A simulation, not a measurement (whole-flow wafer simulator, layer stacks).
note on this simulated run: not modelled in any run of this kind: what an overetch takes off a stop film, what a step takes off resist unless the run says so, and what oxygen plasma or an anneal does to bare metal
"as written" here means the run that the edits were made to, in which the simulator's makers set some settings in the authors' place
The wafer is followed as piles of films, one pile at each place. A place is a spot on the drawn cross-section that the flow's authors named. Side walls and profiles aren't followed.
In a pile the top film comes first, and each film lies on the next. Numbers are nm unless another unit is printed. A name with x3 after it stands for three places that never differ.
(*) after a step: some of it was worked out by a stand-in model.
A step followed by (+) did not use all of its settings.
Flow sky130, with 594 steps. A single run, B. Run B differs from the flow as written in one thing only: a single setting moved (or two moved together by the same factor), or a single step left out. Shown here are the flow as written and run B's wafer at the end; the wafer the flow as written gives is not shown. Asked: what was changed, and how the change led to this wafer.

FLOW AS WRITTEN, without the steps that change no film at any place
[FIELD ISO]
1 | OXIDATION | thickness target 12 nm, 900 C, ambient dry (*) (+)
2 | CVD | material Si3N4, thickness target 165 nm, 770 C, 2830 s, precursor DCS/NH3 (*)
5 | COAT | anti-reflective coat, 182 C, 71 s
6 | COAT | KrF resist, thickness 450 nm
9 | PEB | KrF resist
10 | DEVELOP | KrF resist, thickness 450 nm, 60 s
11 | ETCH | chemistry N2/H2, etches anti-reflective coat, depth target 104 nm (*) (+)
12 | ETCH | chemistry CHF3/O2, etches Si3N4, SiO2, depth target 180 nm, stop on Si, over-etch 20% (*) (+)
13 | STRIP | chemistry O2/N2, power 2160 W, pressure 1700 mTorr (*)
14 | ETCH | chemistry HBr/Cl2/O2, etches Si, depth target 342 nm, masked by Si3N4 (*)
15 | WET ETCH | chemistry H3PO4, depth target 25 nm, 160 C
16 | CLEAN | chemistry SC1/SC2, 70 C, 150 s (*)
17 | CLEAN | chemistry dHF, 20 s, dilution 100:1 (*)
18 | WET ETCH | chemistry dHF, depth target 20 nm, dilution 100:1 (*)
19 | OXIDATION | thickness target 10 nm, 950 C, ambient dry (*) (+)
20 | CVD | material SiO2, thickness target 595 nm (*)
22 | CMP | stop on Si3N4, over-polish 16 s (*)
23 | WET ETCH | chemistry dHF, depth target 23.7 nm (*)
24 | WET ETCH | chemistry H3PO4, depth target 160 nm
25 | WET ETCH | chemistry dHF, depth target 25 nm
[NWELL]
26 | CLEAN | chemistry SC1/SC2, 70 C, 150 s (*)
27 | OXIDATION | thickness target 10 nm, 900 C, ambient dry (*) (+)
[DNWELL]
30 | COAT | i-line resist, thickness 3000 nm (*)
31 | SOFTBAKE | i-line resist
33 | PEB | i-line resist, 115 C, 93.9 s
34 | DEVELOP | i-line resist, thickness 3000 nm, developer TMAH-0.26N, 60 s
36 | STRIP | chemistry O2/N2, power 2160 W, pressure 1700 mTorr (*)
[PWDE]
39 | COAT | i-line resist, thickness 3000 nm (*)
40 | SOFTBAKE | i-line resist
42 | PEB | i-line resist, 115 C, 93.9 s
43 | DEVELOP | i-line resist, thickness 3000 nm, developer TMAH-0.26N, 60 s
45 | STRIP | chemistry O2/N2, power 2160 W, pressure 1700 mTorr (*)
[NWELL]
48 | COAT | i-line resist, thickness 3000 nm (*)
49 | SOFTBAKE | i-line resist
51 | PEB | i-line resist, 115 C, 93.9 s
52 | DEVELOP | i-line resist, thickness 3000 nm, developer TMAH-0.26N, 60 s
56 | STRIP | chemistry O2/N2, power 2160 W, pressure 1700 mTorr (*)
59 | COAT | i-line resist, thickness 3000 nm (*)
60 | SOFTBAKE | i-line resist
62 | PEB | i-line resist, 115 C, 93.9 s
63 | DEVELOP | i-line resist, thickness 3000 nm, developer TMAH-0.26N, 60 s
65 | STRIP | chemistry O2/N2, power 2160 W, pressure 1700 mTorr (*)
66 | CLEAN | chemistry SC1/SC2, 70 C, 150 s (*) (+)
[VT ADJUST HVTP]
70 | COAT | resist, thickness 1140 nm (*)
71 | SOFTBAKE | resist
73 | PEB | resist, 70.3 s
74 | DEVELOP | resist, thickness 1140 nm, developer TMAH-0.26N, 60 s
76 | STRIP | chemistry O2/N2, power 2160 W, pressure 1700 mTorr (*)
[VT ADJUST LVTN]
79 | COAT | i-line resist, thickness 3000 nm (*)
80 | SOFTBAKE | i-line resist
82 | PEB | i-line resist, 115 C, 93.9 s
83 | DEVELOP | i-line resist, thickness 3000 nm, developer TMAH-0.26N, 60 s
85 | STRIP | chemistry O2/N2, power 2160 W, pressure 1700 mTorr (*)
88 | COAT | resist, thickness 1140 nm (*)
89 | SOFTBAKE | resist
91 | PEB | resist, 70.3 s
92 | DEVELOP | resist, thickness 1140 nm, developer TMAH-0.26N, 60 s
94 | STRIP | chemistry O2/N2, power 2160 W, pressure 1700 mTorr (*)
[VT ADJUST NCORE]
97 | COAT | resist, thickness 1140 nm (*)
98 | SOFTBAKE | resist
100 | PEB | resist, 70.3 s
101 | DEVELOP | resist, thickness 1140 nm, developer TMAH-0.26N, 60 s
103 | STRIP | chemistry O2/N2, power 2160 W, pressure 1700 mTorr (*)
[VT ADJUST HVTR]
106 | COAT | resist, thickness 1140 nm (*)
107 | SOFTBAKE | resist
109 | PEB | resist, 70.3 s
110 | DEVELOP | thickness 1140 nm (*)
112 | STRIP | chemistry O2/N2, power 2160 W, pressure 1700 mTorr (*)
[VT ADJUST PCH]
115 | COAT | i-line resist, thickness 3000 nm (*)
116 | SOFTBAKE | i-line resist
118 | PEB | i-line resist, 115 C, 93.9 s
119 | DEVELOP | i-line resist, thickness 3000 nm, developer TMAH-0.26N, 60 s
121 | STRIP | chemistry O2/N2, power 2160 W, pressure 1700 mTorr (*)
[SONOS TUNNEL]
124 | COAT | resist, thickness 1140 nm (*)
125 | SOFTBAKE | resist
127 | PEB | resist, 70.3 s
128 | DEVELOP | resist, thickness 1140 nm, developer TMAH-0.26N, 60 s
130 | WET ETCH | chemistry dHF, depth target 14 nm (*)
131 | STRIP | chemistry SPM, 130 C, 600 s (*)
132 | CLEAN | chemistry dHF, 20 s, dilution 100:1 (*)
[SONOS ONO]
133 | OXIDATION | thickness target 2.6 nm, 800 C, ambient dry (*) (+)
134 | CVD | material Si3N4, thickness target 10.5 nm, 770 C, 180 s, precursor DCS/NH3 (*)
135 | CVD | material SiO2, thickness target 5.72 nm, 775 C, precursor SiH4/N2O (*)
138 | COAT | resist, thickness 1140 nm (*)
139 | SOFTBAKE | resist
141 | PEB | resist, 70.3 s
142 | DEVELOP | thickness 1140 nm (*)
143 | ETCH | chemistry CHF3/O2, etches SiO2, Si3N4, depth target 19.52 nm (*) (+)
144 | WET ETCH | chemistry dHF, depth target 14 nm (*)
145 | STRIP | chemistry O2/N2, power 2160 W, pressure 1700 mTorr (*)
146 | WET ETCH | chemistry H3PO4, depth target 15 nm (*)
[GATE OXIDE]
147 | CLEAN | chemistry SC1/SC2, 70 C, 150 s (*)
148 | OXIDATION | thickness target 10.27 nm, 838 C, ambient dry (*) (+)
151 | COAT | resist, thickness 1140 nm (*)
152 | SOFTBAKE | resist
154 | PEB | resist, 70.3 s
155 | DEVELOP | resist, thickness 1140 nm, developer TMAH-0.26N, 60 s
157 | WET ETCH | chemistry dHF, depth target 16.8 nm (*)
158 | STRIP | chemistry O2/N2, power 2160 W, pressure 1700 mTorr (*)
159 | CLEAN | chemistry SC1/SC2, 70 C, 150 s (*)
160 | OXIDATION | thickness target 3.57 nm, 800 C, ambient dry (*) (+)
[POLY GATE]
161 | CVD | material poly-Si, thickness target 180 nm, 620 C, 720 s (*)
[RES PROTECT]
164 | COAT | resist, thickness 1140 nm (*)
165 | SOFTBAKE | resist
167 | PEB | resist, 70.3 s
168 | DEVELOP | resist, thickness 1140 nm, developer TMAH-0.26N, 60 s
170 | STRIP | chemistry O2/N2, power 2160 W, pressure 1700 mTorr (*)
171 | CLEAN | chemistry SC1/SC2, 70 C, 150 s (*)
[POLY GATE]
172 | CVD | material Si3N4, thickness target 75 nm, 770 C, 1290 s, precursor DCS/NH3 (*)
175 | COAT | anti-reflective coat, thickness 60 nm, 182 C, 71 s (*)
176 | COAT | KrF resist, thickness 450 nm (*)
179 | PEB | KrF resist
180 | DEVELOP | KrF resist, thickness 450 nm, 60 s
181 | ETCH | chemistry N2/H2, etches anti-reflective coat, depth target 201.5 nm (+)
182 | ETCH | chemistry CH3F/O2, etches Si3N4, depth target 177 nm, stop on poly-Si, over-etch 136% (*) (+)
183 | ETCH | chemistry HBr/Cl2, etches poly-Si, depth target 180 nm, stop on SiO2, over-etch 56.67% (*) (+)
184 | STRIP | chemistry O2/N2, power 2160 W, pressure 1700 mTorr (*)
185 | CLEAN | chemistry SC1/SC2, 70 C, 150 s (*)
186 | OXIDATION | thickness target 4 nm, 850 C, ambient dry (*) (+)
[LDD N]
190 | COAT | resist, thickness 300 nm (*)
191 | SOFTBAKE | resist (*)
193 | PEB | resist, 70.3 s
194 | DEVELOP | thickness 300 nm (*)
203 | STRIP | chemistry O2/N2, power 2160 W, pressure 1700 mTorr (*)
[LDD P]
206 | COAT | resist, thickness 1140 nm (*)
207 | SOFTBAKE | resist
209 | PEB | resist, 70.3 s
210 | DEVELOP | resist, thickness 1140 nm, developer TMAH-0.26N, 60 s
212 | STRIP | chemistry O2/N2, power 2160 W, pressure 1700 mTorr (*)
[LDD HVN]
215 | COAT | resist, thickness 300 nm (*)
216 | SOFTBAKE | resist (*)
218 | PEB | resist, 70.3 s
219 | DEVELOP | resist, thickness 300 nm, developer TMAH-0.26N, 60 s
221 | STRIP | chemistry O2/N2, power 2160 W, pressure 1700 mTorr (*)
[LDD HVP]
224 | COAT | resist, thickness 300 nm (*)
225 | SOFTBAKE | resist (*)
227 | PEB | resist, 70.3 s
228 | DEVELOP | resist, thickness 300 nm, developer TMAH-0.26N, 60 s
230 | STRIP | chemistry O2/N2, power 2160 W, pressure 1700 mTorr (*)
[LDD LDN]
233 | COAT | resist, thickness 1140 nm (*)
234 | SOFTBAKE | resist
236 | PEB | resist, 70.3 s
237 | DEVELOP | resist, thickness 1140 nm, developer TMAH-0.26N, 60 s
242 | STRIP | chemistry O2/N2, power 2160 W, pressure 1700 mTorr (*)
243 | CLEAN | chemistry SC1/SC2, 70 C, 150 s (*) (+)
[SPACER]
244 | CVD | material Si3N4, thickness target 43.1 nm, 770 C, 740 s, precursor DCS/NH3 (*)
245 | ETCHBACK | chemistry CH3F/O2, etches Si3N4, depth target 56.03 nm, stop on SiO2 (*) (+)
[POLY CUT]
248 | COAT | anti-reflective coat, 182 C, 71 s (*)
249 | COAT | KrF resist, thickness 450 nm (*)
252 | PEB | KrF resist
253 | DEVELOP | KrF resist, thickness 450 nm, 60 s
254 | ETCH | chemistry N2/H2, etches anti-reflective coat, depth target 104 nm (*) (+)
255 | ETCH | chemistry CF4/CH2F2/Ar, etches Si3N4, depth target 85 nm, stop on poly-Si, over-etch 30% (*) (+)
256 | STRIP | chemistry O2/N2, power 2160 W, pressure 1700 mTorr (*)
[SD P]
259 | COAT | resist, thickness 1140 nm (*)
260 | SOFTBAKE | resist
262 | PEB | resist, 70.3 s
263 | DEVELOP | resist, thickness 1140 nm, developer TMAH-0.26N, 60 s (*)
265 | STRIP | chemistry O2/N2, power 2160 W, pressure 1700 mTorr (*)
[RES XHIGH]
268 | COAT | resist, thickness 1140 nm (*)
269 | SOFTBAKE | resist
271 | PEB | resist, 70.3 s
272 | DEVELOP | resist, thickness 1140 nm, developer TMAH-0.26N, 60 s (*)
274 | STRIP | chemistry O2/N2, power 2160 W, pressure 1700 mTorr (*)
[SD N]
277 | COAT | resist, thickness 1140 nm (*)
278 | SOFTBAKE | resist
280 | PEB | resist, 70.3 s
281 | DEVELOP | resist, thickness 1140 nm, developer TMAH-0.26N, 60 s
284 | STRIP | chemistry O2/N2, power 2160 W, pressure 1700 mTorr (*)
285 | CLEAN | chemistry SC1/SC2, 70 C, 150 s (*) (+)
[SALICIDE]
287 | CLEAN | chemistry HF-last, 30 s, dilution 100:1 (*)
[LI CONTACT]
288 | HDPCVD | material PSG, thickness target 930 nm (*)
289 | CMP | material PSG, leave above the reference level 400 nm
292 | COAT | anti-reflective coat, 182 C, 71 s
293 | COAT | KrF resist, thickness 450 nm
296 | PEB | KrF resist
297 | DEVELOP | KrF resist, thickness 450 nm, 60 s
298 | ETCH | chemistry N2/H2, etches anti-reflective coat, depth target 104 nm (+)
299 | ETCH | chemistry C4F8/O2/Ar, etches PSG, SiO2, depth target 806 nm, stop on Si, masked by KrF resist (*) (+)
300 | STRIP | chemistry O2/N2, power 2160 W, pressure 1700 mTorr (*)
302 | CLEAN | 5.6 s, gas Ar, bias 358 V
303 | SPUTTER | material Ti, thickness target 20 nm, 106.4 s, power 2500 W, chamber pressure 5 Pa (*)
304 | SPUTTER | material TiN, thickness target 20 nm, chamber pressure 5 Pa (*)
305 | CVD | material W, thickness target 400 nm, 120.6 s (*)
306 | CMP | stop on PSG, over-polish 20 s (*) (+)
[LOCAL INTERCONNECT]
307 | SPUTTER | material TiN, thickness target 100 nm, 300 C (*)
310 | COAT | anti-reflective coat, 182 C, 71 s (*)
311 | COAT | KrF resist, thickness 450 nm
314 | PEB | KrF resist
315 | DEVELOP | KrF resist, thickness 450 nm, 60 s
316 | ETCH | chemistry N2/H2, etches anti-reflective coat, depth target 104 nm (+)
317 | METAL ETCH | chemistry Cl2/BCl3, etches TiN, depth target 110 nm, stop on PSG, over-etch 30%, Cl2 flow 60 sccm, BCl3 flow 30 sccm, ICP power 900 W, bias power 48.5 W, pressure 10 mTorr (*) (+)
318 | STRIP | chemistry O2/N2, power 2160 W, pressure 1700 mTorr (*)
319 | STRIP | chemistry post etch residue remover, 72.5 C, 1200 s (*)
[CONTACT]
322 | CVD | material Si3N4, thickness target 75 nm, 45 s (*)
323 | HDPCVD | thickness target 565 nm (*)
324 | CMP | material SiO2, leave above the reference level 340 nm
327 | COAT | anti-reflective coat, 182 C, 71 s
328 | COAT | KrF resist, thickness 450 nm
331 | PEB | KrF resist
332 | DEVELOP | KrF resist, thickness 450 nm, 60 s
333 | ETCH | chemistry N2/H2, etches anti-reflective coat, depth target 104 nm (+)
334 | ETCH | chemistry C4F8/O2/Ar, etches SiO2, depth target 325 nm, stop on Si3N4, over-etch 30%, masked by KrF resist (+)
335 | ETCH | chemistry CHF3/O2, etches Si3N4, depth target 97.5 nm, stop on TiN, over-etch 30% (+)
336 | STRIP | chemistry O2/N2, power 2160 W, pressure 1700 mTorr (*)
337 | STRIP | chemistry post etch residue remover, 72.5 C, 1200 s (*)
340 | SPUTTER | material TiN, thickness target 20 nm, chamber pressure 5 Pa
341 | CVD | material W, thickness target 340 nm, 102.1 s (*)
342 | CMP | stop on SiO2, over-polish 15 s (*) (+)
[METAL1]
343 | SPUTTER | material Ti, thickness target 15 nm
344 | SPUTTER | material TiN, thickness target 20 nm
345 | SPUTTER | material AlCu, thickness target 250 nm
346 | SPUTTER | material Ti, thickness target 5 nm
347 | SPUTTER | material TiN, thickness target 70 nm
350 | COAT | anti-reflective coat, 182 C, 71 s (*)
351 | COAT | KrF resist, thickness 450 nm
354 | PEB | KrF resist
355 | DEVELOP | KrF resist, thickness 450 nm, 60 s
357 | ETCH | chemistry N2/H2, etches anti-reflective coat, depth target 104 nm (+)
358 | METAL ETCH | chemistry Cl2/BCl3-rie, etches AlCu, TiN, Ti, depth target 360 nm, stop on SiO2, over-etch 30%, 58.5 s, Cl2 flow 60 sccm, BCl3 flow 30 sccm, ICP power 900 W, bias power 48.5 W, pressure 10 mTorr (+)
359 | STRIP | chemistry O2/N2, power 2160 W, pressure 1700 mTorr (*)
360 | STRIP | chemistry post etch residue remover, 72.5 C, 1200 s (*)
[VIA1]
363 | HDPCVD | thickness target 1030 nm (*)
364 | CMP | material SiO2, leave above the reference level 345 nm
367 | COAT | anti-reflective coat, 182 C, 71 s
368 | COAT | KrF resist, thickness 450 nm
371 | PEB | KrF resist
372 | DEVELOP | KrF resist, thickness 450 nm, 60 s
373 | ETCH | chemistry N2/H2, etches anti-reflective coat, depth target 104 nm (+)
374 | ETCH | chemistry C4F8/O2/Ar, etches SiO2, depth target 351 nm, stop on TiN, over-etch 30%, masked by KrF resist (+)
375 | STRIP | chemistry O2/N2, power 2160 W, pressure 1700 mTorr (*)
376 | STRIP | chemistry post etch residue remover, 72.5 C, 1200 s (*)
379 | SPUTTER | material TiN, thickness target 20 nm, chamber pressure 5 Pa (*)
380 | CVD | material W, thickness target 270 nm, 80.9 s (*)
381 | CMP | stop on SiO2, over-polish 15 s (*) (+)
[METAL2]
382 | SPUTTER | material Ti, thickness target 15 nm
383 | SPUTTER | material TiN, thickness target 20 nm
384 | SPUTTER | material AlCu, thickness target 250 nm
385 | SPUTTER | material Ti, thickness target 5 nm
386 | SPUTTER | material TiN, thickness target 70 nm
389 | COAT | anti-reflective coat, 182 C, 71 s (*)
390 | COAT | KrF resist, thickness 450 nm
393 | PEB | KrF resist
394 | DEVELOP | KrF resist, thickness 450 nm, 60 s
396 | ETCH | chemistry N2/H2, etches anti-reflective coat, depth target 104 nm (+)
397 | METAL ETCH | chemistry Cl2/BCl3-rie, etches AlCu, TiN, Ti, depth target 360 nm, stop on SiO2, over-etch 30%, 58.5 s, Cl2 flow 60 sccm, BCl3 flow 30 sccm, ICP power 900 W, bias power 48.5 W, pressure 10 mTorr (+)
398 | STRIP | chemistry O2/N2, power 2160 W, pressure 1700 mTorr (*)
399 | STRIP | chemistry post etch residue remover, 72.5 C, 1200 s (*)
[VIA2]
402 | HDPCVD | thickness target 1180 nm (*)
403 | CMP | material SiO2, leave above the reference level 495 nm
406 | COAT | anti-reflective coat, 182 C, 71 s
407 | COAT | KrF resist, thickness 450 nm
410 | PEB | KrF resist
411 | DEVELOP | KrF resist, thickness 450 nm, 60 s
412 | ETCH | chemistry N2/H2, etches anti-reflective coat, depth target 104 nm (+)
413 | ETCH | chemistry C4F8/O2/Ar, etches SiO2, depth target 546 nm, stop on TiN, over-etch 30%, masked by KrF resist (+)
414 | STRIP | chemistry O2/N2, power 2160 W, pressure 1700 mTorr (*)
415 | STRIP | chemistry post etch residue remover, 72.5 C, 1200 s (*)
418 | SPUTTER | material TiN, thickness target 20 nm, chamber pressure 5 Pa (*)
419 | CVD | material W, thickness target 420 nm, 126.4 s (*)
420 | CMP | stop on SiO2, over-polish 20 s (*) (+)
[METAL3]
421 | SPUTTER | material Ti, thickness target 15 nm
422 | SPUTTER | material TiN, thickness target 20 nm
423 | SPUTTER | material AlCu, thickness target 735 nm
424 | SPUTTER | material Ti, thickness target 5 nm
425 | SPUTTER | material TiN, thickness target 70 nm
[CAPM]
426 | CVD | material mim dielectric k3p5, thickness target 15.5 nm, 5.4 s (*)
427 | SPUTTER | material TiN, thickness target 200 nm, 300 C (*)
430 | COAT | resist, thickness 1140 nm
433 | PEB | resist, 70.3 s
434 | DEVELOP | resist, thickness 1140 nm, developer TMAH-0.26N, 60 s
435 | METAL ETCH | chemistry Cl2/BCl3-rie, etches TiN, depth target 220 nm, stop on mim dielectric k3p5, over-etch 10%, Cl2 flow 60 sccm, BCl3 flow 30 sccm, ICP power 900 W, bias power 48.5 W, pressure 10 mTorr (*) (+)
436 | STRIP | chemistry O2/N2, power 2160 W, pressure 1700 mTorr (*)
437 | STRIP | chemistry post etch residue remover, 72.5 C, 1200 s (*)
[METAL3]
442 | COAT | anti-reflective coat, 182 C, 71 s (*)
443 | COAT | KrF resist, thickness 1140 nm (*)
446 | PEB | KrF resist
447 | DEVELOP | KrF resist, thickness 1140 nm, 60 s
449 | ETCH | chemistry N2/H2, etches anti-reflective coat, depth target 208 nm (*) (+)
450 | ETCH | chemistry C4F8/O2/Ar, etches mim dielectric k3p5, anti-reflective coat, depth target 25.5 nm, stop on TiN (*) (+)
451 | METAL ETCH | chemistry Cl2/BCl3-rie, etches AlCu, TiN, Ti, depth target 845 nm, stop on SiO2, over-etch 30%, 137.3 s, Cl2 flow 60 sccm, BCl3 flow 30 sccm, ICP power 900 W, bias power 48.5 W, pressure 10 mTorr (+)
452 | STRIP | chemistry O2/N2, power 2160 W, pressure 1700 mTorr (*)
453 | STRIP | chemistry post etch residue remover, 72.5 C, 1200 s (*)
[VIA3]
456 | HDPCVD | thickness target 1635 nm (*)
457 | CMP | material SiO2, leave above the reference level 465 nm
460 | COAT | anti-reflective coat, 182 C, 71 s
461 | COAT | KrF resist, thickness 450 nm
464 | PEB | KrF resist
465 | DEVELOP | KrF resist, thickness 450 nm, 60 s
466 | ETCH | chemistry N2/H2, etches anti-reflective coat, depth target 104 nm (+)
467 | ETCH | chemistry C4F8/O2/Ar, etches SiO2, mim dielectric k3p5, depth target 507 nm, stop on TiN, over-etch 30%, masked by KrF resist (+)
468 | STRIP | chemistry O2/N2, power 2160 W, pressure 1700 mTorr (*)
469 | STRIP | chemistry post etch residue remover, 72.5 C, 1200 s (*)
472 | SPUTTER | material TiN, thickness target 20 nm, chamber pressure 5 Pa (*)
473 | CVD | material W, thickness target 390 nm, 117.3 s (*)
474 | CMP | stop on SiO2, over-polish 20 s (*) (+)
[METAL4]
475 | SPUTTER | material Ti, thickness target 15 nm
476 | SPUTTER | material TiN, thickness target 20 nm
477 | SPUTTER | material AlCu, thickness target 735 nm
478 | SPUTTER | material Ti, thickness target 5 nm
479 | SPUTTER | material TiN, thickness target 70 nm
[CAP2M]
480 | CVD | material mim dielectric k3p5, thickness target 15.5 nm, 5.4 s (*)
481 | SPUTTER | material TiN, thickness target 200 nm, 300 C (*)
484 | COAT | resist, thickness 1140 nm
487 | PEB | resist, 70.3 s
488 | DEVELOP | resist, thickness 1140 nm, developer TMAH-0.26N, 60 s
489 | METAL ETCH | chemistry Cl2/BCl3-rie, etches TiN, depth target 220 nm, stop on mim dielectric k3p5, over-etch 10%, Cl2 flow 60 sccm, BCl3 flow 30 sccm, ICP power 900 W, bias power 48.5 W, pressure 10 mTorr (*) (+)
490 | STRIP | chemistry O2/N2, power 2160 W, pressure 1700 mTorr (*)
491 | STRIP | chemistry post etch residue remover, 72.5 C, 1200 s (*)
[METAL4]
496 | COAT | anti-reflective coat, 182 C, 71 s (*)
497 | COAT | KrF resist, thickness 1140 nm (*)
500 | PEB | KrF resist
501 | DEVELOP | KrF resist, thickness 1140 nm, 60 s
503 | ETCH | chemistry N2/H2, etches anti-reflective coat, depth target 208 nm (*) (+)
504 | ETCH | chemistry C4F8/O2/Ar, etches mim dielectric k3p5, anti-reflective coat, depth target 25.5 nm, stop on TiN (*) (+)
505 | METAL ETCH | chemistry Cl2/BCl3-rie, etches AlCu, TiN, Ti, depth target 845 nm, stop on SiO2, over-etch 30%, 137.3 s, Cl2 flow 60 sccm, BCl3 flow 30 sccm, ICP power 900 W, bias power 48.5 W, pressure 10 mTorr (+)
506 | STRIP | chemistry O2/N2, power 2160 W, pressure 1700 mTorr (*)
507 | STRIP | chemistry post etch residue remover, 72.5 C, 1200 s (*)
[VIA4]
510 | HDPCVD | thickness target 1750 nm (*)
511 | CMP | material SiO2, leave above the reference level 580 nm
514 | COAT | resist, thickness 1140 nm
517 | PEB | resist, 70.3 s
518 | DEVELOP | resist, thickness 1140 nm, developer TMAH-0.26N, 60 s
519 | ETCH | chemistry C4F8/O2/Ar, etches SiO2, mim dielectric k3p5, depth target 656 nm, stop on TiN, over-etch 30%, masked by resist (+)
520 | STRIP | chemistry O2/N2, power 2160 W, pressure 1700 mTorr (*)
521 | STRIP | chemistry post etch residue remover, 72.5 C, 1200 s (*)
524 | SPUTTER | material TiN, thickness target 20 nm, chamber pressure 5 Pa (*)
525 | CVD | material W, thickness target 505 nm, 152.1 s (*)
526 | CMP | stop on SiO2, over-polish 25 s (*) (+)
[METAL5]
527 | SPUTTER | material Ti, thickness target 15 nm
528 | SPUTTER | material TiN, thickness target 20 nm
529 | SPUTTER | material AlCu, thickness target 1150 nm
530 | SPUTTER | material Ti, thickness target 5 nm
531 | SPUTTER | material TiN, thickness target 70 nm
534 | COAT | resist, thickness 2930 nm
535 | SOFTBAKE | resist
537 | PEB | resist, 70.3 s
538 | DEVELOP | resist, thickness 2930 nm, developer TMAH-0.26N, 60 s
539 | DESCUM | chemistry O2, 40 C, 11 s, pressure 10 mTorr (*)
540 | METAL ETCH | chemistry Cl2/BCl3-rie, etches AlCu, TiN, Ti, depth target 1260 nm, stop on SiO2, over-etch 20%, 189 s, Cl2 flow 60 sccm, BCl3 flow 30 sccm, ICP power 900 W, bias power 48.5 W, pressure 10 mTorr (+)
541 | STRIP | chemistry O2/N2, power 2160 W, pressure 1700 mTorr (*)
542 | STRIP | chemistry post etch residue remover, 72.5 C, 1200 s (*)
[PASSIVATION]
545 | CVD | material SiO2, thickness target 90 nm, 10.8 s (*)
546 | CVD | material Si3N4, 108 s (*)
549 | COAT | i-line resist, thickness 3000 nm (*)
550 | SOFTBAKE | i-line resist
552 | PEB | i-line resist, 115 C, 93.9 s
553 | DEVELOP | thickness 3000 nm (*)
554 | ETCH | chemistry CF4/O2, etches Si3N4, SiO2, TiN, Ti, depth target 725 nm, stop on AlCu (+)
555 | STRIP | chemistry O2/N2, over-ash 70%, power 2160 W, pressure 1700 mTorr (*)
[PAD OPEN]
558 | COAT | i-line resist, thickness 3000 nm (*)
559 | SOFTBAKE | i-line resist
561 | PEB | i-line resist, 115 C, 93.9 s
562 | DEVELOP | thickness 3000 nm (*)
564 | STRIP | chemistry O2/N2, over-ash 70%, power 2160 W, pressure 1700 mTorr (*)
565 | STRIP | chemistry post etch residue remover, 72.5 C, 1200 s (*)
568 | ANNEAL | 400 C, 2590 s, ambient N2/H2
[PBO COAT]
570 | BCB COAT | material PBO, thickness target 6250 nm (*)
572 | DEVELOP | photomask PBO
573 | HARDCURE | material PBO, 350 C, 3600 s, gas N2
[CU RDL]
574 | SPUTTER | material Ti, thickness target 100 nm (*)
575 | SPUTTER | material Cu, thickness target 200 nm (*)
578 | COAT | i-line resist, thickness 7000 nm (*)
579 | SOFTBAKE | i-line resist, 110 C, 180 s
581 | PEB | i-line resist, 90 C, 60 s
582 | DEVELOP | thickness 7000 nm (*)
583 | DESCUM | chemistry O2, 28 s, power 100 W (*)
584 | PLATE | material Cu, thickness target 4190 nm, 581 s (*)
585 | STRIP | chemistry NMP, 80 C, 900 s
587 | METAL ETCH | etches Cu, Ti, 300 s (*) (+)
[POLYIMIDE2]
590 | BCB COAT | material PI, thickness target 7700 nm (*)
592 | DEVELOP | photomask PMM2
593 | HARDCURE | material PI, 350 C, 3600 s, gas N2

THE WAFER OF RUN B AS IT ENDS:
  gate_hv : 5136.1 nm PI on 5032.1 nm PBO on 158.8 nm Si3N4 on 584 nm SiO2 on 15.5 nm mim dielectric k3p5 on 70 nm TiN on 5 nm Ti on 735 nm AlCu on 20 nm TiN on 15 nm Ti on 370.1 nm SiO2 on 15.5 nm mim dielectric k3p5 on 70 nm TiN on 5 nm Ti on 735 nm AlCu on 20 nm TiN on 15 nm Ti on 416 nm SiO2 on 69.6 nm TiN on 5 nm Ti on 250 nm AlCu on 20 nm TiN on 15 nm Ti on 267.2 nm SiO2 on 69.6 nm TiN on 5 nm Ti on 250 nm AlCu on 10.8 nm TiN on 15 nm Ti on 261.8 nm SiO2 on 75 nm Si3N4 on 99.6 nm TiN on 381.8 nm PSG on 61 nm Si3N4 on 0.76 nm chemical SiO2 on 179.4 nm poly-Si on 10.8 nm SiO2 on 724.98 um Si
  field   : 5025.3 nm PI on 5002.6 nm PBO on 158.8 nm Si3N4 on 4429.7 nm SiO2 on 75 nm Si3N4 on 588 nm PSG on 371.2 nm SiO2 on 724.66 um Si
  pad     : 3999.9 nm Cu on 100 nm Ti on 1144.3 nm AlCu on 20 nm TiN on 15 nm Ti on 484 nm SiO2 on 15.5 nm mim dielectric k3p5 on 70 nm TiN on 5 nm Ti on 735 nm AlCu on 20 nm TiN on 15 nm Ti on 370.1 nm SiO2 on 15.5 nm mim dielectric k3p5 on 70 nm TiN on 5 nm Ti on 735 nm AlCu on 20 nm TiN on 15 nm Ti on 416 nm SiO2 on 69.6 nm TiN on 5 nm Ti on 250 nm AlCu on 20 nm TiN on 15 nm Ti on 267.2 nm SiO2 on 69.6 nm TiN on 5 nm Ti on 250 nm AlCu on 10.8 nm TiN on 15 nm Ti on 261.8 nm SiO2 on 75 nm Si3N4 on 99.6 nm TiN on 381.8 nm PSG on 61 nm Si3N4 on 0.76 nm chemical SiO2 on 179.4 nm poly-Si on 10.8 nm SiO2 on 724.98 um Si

Cause: step 344, SPUTTER: thickness target 10.8 nm was run, though the flow has thickness target 20 nm.
The wafer lets one read it off: gate_hv has TiN 10.8, and step 344 as written asks for 20 nm.

The path from the change to this, step by step:
  344 | SPUTTER | material TiN, thickness target 20 nm
      field, active, n_well and 188 more: TiN gains 10.8 (new film) (in the flow as written it would be: TiN gains 20 (new film))
  358 | METAL ETCH | chemistry Cl2/BCl3-rie, etches AlCu, TiN, Ti, depth target 360 nm, stop on SiO2, over-etch 30%, 58.5 s, Cl2 flow 60 sccm, BCl3 flow 30 sccm, ICP power 900 W, bias power 48.5 W, pressure 10 mTorr (+)
      field, active, gate and 81 more: TiN loses 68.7 (all of it), Ti loses 5 (all of it), AlCu loses 250 (all of it), TiN loses 10.8 (all of it), Ti loses 15 (all of it), SiO2 loses 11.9 (in the flow as written it would be: TiN loses 68.7 (all of it), Ti loses 5 (all of it), AlCu loses 250 (all of it), TiN loses 20 (all of it), Ti loses 15 (all of it), SiO2 loses 10.9)
  364 | CMP | material SiO2, leave above the reference level 345 nm
      field, active, gate and 81 more: SiO2 loses 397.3 (in the flow as written it would be: SiO2 loses 389.1)
